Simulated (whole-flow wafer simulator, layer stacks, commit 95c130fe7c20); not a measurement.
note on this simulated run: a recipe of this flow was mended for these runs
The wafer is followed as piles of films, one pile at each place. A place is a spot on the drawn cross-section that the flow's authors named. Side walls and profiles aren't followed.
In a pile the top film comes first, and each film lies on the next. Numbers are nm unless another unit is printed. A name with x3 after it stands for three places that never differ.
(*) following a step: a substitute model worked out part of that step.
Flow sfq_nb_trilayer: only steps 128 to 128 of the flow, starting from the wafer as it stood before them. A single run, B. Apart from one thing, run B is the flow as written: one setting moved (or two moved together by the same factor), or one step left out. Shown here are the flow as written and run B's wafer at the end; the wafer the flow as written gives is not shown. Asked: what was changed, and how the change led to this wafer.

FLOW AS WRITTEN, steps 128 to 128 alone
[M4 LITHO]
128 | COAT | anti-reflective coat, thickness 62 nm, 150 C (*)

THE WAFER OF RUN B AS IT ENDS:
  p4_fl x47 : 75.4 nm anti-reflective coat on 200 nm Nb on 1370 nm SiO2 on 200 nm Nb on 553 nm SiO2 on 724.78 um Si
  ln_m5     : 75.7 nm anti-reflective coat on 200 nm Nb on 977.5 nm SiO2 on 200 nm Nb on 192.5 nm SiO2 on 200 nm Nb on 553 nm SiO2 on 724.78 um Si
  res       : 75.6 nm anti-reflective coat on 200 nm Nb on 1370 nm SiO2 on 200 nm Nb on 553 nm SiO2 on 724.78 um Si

The reason: step 128, COAT: thickness 75.4 nm was run, while the flow as written has thickness 62 nm.
One can read it off the wafer: p4_fl x47 has anti-reflective coat 75.4, and step 128 as written asks for 62 nm.

The path from the change to this, step by step:
  128 | COAT | anti-reflective coat, thickness 62 nm, 150 C (*)
      p4_fl x47, p4_w1 x9, wl_j_sl x15, wl_d_m1, l0r_line_l x3, m0r_space_l x2: +75.4 anti-reflective coat (new film) (as written it would have been: +62 anti-reflective coat (new film))
      ln_m5, lsp_m, ln_m6, lsp_r, l0_sur, l0v: +75.7 anti-reflective coat (new film) (as written it would have been: +62.3 anti-reflective coat (new film))
      (also at 23 further places)
